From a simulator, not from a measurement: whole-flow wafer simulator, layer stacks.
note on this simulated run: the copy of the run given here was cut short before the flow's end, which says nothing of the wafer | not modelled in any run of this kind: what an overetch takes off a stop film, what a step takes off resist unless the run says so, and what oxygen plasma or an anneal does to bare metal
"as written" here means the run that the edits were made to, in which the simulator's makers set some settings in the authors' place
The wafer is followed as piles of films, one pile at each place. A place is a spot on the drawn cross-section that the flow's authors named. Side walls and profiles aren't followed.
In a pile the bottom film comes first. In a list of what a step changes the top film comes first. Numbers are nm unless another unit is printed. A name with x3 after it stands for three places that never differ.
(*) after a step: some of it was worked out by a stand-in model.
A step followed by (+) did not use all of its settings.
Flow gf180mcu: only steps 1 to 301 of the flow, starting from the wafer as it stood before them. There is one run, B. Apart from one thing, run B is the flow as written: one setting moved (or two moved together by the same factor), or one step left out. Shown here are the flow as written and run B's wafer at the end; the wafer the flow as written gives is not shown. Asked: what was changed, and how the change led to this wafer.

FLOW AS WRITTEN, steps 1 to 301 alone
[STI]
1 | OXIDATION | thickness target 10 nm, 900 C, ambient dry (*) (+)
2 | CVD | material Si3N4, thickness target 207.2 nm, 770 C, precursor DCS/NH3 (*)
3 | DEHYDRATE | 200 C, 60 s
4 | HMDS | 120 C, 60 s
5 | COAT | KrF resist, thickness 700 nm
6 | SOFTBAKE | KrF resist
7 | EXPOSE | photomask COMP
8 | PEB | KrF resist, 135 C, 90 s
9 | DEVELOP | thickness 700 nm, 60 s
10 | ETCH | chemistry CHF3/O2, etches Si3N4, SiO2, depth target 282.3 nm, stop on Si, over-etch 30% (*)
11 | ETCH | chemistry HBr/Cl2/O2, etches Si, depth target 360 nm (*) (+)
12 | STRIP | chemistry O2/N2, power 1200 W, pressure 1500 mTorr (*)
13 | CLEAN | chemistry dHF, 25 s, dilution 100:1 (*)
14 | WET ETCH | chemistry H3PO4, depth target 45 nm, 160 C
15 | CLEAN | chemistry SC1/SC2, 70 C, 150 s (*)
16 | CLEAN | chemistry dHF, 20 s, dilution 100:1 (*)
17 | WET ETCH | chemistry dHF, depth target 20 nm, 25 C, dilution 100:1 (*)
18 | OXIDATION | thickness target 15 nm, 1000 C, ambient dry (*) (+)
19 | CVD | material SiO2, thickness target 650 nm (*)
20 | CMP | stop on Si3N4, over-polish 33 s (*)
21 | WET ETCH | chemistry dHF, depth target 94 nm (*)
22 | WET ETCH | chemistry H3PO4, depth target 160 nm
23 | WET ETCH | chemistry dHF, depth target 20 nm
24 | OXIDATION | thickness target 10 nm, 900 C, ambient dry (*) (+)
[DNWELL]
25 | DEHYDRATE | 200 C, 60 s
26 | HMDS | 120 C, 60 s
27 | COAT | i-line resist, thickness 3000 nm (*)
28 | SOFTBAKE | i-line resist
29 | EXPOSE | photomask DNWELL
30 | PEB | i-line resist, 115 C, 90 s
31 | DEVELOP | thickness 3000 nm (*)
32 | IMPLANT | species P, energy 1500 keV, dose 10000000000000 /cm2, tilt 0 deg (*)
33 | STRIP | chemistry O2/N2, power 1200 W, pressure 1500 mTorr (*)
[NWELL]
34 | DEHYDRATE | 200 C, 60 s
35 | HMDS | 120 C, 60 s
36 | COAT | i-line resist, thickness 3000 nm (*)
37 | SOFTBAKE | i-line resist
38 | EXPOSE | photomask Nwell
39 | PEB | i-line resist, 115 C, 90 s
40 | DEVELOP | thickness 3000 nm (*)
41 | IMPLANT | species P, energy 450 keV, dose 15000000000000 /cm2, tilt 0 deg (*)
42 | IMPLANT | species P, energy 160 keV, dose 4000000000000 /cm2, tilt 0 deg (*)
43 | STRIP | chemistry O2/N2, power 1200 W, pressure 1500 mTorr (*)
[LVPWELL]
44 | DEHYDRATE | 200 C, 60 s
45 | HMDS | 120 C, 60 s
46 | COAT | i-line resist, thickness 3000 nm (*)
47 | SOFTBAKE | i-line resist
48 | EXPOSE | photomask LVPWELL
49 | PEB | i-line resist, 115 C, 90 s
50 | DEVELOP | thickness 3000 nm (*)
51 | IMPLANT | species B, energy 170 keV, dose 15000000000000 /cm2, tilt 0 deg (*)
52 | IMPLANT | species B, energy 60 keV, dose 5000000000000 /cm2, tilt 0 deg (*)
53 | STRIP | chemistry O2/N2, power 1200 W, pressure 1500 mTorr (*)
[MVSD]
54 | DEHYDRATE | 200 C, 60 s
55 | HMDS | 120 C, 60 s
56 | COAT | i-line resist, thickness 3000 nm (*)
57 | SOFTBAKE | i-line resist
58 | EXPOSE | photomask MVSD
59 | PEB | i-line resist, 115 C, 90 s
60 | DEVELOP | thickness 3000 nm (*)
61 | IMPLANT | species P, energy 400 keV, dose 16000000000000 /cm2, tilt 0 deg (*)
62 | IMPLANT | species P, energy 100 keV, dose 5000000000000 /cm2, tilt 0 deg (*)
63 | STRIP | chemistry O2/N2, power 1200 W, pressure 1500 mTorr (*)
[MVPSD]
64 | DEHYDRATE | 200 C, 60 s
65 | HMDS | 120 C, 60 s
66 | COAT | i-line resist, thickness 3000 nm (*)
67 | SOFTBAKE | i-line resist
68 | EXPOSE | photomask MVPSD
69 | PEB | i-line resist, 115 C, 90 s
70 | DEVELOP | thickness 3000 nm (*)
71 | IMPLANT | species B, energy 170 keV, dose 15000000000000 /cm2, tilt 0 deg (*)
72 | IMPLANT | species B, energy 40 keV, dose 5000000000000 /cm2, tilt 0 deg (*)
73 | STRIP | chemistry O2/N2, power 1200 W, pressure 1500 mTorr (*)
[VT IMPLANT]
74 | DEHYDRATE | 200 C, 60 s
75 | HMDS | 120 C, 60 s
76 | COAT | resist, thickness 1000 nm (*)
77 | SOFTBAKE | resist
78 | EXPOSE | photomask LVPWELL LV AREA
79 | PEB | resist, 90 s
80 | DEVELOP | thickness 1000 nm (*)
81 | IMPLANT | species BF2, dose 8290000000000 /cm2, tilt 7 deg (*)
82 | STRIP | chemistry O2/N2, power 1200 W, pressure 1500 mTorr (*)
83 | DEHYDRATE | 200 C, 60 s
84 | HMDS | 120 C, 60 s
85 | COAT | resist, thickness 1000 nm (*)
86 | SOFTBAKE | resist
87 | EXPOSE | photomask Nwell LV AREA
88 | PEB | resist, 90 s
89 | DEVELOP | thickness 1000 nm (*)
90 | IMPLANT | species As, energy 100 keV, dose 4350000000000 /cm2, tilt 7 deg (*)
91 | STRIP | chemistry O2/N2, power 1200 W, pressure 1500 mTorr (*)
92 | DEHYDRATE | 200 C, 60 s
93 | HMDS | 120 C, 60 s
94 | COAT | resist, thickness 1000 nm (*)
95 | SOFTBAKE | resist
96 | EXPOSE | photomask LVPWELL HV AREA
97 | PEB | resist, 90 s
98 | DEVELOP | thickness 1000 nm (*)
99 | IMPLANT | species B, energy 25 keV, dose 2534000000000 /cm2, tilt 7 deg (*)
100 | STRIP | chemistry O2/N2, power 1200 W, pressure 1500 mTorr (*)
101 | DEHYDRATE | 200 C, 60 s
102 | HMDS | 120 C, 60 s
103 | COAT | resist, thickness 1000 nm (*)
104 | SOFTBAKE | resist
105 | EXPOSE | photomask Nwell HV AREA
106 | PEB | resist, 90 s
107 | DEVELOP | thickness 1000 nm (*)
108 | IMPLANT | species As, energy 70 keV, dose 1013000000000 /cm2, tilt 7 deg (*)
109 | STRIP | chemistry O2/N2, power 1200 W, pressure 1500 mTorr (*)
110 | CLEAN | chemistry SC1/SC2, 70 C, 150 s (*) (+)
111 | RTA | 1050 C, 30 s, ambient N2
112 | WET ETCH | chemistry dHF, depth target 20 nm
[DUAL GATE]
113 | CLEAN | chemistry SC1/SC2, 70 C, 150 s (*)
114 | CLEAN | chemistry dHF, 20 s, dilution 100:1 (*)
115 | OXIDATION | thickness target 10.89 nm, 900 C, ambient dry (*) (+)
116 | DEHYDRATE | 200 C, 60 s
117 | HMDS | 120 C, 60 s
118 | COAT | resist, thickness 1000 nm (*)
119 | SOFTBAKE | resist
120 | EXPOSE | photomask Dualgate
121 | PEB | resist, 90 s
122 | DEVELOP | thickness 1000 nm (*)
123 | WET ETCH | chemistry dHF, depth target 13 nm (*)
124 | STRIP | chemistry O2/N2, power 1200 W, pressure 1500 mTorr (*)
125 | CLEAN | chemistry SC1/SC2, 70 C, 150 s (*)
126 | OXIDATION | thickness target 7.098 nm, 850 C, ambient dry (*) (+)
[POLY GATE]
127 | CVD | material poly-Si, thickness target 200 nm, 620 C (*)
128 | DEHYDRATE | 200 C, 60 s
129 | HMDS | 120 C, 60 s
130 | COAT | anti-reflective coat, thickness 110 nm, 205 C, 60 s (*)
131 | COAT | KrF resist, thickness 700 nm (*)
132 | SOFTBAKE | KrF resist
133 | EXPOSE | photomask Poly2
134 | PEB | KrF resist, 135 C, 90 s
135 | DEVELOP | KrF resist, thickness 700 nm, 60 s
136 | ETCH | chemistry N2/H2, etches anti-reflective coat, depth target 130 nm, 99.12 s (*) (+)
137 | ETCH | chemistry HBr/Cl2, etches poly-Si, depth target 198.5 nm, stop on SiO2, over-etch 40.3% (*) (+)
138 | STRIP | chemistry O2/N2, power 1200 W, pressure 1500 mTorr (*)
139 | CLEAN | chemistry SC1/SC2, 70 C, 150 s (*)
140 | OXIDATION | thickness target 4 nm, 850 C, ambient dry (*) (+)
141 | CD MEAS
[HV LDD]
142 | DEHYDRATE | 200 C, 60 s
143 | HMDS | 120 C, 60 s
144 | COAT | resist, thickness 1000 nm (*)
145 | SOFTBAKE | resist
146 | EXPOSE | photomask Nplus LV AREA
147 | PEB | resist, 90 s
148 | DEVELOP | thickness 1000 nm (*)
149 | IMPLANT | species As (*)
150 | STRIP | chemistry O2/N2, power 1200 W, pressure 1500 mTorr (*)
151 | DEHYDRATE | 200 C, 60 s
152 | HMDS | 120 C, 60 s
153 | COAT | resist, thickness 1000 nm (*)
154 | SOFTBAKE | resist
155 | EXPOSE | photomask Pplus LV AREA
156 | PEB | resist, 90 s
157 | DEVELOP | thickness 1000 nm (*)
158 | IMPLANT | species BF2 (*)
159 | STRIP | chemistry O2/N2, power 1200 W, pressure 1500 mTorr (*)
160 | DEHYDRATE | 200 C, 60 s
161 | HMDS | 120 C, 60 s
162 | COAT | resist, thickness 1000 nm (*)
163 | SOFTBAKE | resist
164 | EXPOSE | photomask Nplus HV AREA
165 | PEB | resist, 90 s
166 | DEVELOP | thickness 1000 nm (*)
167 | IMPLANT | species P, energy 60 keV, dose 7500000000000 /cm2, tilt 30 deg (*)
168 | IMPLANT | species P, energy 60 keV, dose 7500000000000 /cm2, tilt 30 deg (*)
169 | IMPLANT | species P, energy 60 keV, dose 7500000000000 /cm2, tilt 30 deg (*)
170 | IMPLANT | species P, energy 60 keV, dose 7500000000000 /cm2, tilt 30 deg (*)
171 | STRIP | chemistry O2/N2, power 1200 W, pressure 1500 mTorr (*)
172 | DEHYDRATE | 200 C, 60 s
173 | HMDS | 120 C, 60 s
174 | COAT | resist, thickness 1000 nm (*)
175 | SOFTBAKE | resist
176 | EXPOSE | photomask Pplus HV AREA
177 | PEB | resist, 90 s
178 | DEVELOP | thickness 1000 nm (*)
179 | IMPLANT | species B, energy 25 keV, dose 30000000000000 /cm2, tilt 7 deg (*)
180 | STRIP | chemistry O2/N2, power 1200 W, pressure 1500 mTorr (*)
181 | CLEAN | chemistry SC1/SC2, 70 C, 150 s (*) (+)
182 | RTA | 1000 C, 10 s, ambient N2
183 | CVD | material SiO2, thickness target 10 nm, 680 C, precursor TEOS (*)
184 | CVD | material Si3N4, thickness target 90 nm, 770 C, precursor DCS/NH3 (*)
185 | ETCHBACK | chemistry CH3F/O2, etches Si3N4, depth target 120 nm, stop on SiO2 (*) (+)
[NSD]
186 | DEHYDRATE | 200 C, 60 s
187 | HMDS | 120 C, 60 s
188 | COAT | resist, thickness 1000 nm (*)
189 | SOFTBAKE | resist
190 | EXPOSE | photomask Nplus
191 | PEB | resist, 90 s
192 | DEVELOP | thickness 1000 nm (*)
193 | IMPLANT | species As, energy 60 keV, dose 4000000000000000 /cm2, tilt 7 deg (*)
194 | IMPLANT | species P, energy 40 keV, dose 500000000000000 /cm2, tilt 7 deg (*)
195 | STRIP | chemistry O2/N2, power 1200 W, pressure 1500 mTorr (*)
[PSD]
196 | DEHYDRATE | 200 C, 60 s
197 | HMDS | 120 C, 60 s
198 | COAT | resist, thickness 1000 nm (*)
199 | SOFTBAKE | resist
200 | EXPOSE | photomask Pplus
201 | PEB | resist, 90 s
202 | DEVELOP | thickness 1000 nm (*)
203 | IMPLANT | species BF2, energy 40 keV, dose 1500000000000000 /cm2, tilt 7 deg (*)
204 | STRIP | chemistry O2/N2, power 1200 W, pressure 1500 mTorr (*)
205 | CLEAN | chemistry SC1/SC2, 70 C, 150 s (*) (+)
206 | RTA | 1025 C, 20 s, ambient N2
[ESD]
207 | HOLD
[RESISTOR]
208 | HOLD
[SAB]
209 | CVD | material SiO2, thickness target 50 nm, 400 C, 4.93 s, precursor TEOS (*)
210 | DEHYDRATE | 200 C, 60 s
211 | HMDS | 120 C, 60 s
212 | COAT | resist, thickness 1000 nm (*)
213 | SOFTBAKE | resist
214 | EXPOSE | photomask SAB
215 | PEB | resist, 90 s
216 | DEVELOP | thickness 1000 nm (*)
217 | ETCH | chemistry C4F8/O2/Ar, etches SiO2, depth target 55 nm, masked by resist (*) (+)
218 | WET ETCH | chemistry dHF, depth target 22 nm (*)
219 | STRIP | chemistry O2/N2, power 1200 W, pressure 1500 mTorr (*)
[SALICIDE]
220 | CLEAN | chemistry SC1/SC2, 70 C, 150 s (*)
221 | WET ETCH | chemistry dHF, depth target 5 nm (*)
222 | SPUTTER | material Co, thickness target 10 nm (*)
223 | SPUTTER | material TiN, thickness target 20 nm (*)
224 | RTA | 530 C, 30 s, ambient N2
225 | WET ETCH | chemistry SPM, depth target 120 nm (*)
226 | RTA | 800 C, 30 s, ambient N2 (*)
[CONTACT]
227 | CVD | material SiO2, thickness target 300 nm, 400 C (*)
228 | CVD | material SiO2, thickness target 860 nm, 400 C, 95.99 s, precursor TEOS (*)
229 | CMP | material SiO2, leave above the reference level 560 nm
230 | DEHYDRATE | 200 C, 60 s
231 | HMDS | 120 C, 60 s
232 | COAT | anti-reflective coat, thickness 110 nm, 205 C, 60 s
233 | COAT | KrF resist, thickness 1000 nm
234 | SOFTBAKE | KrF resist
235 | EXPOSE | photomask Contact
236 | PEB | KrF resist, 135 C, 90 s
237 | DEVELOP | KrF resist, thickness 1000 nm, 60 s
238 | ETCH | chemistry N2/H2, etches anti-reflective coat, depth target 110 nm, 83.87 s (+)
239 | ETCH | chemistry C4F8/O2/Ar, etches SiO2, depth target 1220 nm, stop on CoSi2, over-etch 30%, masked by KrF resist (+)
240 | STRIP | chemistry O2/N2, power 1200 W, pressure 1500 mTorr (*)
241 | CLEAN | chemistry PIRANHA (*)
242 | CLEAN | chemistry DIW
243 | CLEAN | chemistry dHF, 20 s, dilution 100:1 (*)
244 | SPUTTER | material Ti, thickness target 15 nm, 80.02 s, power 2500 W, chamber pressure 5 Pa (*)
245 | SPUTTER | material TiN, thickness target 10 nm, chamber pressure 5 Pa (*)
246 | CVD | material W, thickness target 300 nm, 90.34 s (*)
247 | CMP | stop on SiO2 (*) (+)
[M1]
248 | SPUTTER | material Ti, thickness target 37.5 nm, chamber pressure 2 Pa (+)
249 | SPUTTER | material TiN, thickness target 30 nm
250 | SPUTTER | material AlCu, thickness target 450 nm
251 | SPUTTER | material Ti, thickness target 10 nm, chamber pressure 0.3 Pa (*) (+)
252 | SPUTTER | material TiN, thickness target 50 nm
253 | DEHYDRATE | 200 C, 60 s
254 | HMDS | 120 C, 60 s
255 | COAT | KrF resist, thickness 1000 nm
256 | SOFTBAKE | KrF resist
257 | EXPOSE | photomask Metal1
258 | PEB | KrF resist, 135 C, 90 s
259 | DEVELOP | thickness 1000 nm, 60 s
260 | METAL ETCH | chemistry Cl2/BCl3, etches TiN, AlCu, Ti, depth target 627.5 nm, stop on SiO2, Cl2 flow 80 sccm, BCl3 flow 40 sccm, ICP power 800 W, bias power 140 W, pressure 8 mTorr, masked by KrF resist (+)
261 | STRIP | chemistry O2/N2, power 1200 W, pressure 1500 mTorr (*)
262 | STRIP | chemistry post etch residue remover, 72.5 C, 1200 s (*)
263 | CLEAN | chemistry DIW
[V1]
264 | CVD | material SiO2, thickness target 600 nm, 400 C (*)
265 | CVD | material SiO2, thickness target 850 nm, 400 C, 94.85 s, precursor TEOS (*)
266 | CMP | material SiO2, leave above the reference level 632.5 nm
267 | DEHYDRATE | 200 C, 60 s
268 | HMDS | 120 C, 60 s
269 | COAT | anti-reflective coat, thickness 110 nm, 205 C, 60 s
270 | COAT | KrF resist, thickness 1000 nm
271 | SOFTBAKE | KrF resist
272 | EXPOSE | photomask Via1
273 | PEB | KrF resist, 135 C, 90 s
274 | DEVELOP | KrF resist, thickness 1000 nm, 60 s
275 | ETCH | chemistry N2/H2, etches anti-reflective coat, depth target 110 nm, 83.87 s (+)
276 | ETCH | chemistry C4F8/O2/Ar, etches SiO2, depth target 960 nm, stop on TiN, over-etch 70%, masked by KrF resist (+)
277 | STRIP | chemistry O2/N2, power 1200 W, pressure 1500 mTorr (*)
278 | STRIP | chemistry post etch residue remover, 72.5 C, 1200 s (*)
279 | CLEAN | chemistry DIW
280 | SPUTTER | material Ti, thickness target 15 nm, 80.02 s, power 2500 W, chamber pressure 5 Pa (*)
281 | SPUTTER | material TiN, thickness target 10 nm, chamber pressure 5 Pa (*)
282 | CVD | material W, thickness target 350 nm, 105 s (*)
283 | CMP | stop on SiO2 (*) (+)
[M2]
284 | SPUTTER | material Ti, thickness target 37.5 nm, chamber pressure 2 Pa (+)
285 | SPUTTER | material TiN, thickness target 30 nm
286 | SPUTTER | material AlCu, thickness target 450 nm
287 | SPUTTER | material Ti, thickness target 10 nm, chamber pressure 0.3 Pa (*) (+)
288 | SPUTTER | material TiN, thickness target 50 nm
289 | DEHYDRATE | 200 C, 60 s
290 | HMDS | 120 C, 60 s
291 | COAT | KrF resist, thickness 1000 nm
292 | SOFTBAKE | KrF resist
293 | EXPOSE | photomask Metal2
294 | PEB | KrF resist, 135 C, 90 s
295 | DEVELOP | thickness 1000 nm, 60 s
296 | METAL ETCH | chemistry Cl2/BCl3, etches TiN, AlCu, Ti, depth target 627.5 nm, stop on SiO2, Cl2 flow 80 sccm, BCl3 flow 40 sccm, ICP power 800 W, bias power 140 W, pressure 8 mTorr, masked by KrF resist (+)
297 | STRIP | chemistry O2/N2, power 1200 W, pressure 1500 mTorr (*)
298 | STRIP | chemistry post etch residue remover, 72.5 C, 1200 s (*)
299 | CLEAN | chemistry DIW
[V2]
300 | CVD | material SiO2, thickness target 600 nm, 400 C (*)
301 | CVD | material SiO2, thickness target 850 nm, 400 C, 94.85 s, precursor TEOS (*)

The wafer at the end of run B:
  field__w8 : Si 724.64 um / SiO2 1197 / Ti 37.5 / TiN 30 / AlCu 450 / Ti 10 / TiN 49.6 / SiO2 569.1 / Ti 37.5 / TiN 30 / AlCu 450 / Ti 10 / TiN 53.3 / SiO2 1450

The reason: step 288, SPUTTER: thickness target 53.7 nm was run, while the flow as written has thickness target 50 nm.

How this came from the change, step by step:
  288 | SPUTTER | material TiN, thickness target 50 nm
      field, field__w1, field__w2 and 108 more: +53.7 TiN (new film) (it would be, as written: +50 TiN (new film))
  296 | METAL ETCH | chemistry Cl2/BCl3, etches TiN, AlCu, Ti, depth target 627.5 nm, stop on SiO2, Cl2 flow 80 sccm, BCl3 flow 40 sccm, ICP power 800 W, bias power 140 W, pressure 8 mTorr, masked by KrF resist (+)
      field, field__w1, field__w2 and 103 more: -53.7 TiN (all of it), -10 Ti (all of it), -450 AlCu (all of it), -30 TiN (all of it), -37.5 Ti (all of it) (it would be, as written: -50 TiN (all of it), -10 Ti (all of it), -450 AlCu (all of it), -30 TiN (all of it), -37.5 Ti (all of it))
